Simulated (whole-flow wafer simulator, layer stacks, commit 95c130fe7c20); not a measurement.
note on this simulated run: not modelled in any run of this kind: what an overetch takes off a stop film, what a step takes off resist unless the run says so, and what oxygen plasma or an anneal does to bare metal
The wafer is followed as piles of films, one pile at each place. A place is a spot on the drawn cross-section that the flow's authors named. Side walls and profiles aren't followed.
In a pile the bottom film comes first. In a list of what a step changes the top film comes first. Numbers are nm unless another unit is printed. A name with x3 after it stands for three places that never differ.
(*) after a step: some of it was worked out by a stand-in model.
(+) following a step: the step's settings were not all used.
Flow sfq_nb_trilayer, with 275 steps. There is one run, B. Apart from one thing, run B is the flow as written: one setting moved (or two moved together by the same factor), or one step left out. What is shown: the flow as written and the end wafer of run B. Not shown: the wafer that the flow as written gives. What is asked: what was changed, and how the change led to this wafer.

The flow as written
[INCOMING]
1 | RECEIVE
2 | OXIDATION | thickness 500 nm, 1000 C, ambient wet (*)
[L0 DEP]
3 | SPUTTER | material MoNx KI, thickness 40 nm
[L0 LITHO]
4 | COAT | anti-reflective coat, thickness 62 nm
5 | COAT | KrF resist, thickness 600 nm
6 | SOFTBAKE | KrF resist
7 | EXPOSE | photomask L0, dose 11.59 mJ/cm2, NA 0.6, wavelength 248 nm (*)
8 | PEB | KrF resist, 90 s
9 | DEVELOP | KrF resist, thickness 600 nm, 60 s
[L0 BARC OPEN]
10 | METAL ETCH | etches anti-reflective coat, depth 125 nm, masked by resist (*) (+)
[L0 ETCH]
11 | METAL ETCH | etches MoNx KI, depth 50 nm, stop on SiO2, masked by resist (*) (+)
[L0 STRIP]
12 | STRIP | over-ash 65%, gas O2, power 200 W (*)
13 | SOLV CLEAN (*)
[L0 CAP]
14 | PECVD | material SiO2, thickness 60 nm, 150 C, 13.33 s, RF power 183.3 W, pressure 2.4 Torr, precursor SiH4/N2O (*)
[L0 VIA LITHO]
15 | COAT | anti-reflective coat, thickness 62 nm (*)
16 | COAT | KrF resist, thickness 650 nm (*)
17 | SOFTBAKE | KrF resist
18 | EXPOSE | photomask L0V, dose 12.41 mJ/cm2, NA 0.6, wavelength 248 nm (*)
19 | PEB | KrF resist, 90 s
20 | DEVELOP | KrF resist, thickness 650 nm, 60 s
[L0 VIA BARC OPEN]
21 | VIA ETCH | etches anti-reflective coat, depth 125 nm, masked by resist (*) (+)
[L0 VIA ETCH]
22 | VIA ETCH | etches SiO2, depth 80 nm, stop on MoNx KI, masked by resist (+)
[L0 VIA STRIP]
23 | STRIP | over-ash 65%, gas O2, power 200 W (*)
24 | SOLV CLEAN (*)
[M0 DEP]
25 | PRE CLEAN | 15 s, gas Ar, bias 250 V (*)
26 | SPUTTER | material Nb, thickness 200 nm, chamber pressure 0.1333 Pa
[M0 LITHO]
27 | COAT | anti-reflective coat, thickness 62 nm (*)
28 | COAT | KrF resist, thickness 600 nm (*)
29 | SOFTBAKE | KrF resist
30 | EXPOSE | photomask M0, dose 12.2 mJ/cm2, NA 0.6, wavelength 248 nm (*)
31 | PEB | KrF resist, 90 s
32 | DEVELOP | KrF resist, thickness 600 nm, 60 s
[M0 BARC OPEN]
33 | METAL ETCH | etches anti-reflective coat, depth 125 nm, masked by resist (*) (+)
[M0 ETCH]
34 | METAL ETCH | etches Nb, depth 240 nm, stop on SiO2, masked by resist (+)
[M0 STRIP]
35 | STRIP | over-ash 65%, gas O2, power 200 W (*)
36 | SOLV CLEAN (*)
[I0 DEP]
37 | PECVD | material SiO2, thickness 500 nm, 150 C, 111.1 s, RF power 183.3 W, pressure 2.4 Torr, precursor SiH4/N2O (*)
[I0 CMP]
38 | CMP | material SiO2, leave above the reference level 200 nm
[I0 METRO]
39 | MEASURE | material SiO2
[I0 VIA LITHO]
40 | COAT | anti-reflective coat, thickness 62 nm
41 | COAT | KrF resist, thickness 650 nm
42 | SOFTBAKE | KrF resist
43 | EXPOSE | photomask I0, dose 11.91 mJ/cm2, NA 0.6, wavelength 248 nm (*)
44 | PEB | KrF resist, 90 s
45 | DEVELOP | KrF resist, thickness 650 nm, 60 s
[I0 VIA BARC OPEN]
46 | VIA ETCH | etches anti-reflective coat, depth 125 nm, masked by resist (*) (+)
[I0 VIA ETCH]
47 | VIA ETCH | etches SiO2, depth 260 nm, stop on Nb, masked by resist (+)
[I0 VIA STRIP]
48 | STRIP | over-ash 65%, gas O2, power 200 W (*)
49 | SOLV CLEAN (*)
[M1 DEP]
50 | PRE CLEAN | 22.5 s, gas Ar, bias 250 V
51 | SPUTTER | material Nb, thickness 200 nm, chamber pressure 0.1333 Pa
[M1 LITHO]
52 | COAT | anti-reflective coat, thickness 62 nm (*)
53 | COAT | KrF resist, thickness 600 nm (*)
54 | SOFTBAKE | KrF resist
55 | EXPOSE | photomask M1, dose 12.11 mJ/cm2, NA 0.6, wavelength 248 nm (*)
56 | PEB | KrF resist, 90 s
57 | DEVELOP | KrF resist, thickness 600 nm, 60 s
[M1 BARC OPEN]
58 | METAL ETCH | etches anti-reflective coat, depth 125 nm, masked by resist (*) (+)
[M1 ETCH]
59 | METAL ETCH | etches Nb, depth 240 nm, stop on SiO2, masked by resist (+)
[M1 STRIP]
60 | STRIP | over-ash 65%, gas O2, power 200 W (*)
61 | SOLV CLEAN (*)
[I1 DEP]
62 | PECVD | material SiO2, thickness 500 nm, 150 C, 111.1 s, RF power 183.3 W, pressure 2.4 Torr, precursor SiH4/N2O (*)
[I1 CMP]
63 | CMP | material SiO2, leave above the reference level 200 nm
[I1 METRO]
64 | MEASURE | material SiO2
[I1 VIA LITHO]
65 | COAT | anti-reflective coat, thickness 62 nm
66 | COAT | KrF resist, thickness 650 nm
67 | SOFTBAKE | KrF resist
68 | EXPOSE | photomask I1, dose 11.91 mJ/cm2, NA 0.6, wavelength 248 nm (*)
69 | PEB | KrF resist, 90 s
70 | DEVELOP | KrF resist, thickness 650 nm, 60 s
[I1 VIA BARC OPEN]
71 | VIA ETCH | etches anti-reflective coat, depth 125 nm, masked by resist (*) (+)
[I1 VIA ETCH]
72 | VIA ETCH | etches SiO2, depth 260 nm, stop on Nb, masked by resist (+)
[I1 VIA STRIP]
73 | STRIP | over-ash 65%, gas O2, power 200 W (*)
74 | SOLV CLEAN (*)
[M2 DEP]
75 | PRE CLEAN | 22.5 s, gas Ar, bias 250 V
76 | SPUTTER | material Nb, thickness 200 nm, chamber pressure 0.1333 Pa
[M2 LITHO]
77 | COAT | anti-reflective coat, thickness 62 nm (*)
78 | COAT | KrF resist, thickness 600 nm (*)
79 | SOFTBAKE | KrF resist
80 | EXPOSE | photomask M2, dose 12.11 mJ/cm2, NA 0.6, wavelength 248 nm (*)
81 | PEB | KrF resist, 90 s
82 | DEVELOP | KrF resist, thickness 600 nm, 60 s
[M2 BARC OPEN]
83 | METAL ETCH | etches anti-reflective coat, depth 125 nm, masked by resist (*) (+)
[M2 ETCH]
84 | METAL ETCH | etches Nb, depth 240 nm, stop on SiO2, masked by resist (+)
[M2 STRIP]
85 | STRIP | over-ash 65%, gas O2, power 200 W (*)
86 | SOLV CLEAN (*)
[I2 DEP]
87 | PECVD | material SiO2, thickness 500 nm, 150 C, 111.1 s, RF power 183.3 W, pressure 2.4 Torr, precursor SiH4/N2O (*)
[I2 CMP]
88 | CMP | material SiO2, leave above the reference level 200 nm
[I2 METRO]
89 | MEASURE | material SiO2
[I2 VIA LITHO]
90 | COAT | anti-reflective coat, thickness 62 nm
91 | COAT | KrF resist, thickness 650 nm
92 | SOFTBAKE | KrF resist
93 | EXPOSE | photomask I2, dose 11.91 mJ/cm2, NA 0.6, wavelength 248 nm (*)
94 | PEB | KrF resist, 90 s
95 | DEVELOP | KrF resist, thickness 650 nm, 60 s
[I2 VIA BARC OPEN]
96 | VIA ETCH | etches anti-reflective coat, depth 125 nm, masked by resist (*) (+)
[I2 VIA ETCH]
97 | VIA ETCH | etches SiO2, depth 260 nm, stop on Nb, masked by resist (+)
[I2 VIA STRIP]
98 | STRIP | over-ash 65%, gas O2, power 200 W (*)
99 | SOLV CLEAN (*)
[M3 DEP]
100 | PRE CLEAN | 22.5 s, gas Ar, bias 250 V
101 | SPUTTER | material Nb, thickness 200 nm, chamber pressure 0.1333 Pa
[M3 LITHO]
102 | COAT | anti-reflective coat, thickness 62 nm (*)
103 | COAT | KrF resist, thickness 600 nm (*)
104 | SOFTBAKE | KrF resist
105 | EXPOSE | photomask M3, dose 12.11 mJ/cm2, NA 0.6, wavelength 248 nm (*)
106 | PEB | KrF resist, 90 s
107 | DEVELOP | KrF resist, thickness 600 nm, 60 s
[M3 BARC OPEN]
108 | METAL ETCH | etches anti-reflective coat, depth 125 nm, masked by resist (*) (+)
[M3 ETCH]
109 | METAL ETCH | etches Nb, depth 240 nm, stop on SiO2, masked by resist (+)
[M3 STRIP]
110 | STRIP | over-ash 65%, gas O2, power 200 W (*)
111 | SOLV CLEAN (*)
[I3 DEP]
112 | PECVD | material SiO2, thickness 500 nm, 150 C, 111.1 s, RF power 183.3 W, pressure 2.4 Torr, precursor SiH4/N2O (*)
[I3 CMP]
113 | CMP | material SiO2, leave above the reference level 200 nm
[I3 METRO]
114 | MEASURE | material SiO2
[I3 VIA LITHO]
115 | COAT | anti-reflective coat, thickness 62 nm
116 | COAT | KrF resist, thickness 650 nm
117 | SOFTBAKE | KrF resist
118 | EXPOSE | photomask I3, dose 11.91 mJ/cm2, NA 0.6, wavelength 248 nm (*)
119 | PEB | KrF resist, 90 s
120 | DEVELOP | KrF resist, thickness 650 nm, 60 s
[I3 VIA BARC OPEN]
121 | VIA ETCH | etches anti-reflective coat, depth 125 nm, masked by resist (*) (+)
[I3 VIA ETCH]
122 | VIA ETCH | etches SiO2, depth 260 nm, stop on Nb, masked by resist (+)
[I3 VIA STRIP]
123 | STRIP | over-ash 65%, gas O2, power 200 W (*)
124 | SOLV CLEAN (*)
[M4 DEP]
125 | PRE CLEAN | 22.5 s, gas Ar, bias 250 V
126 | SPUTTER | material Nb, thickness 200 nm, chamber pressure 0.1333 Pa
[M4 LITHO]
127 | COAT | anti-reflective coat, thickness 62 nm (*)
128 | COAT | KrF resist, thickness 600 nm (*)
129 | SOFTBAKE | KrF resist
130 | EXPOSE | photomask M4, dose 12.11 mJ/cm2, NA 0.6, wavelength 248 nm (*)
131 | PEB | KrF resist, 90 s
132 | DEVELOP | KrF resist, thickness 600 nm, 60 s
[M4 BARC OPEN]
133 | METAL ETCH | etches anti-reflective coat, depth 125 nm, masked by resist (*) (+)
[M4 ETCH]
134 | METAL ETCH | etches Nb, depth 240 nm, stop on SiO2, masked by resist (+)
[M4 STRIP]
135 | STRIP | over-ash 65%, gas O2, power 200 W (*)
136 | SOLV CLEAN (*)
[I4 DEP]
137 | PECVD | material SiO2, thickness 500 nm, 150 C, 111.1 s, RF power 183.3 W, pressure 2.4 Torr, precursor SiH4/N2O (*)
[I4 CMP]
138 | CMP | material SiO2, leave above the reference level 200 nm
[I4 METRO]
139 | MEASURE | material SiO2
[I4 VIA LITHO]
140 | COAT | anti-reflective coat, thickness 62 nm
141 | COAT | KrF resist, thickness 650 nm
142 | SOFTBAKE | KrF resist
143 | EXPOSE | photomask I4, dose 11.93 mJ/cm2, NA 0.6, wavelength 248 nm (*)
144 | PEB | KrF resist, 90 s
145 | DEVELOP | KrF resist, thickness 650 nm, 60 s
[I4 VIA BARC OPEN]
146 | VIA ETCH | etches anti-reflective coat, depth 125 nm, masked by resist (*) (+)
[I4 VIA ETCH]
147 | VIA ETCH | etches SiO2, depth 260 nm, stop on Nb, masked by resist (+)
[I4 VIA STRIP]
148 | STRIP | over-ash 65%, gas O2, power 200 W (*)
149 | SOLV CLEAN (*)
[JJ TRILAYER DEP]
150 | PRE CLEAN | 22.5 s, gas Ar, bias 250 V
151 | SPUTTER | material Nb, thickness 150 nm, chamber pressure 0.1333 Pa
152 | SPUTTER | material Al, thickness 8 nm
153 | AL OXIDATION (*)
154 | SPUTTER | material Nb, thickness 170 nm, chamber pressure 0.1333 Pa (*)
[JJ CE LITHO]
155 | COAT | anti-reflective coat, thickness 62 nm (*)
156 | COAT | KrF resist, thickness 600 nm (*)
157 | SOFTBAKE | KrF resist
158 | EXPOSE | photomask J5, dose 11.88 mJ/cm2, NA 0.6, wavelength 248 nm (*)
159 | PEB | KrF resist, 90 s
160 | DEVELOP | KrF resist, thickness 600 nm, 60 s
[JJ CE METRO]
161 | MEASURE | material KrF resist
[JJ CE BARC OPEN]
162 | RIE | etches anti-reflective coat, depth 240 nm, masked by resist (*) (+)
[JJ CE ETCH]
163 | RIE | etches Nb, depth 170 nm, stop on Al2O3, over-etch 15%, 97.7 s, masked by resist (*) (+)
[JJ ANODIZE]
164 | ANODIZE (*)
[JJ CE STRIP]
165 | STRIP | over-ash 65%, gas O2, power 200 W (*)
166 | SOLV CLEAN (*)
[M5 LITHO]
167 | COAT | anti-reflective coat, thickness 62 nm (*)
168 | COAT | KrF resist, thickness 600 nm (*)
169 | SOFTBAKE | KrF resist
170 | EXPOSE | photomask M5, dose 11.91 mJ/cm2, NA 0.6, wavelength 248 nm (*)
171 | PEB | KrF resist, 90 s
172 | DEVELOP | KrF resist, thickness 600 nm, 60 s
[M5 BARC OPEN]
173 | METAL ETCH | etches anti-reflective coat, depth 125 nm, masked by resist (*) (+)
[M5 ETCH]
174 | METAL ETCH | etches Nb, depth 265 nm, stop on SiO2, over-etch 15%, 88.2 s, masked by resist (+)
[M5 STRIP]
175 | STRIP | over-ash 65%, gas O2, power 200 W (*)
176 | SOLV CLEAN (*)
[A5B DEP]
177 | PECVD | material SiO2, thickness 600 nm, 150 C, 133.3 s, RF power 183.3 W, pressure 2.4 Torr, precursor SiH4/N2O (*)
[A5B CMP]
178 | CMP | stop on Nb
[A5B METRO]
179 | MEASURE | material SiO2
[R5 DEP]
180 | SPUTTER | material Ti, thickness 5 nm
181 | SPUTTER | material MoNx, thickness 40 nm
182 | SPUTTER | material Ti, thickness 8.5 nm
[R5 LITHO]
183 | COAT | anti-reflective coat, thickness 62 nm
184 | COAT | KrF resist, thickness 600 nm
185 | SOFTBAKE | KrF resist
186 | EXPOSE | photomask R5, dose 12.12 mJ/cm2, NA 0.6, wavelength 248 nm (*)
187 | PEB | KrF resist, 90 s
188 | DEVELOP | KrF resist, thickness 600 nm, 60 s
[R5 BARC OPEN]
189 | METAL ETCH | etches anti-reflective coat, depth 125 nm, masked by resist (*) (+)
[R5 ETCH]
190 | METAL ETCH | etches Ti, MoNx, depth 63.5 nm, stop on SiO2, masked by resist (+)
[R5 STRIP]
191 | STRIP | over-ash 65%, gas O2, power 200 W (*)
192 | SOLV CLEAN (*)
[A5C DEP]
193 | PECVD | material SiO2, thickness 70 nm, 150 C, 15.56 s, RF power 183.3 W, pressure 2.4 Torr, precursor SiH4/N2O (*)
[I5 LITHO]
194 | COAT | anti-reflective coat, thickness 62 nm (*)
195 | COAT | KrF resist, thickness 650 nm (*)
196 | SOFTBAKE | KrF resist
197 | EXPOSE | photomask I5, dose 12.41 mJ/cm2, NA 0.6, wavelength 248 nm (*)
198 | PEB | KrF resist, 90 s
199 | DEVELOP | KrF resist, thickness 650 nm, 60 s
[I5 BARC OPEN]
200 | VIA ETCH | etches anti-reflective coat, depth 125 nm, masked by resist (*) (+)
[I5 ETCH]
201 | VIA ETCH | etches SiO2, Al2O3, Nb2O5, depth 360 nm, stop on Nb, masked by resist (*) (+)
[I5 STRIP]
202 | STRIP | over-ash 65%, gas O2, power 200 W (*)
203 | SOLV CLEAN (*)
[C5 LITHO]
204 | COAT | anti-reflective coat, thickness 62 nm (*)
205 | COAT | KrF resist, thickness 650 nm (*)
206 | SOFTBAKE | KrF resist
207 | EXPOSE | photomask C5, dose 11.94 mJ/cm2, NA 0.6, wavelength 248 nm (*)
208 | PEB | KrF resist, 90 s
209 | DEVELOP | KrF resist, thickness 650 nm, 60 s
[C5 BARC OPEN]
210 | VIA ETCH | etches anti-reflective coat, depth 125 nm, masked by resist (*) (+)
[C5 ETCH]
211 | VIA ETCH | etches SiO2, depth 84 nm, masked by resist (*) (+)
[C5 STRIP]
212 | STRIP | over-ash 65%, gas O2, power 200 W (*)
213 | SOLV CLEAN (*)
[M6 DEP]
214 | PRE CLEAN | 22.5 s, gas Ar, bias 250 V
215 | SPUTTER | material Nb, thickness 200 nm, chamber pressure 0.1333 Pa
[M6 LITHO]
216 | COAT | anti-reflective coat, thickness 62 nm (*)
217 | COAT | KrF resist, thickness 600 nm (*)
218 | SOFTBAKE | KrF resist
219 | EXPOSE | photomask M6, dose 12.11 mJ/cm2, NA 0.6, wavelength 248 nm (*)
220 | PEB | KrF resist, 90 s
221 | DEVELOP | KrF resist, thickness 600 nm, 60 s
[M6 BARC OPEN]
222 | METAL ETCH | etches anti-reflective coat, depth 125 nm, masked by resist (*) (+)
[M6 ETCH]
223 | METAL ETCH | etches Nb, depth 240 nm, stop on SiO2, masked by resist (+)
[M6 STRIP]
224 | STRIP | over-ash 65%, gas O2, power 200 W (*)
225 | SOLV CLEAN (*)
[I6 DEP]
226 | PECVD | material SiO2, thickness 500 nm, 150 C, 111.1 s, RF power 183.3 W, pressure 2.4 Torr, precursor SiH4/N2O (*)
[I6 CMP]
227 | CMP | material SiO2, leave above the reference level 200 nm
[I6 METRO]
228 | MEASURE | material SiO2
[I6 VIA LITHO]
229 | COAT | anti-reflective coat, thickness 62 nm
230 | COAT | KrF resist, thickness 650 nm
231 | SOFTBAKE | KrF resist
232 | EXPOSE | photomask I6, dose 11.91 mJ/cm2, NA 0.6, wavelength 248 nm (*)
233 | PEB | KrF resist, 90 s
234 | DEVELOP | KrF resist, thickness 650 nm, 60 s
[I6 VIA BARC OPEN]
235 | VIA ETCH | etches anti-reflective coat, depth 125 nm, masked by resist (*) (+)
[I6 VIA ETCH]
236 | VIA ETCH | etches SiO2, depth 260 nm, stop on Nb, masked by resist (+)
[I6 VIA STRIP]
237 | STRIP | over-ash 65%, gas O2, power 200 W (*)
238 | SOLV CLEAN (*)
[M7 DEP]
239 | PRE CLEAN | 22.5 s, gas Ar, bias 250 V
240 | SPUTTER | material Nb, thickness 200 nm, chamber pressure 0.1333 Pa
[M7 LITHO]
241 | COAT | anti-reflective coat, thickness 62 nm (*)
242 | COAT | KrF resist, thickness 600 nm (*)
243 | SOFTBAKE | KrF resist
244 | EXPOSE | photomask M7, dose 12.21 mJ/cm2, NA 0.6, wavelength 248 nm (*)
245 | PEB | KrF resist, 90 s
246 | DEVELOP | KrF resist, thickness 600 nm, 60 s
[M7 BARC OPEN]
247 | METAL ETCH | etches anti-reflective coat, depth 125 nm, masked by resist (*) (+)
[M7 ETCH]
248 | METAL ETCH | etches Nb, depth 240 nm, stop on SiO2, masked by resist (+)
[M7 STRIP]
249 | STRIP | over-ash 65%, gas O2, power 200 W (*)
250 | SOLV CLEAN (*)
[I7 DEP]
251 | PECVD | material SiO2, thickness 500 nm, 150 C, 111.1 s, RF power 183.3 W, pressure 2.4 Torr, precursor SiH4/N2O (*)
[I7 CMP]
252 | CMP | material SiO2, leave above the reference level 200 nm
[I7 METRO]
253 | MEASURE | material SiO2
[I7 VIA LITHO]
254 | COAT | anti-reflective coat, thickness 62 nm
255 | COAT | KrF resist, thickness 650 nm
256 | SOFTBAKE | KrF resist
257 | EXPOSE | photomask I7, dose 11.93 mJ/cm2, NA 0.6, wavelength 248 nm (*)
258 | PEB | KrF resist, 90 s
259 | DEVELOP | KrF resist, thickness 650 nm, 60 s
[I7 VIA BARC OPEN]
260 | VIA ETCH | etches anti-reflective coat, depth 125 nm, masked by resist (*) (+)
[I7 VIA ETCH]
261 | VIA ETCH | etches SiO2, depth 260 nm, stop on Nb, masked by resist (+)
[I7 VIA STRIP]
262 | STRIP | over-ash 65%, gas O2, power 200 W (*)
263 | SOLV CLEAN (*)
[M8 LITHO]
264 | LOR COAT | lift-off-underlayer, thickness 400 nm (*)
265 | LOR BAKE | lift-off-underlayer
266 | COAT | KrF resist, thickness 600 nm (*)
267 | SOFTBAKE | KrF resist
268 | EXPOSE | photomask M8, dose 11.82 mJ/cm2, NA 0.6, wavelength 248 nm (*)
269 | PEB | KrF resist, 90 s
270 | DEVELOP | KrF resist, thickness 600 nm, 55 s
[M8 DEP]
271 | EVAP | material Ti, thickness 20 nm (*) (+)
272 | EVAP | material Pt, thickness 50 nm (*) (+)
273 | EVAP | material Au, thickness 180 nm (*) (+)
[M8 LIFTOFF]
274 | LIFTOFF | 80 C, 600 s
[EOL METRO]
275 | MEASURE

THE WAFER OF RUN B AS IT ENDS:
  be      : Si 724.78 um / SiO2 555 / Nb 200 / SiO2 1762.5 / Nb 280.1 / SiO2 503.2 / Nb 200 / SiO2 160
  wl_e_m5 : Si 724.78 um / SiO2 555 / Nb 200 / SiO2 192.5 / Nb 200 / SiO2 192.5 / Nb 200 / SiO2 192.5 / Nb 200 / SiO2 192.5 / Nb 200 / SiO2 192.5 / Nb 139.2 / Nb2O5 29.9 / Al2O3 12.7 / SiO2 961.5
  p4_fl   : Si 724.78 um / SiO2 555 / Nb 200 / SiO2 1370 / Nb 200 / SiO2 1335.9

Cause: step 252, CMP: leave above the reference level 160 nm was run, though the flow has leave above the reference level 200 nm.
The wafer lets one read it off: be has SiO2 160, and step 252 as written asks for 200 nm.

The path from the change to this, step by step:
  252 | CMP | material SiO2, leave above the reference level 200 nm
      field_l, p4_fl, p4_fm and 56 more: -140 SiO2 (as written it would have been: -100 SiO2)
      v_sur, via_wl, via_w and 37 more: -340 SiO2 (as written it would have been: -300 SiO2)
      (also at 7 further places)
  261 | VIA ETCH | etches SiO2, depth 260 nm, stop on Nb, masked by resist (+)
      field_l, v_sur, via_sp and 100 more: -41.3 KrF resist (as written it would have been: -44.8 KrF resist)
      via_wl, via_w, via_wr: -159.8 SiO2 (all of it) (as written it would have been: -199.8 SiO2 (all of it))
  264 | LOR COAT | lift-off-underlayer, thickness 400 nm (*)
      via_wl, via_wr: +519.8 lift-off-underlayer (new film) (as written it would have been: +549.8 lift-off-underlayer (new film))
      via_w: +509.1 lift-off-underlayer (new film) (as written it would have been: +536.4 lift-off-underlayer (new film))
  270 | DEVELOP | KrF resist, thickness 600 nm, 55 s
      via_wl: -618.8 KrF resist (all of it), -519.8 lift-off-underlayer (all of it) (as written it would have been: -623.9 KrF resist (all of it), -549.8 lift-off-underlayer (all of it))
      via_w: -628.1 KrF resist (all of it), -509.1 lift-off-underlayer (all of it) (as written it would have been: -635.4 KrF resist (all of it), -536.4 lift-off-underlayer (all of it))
      (also at 1 further place)
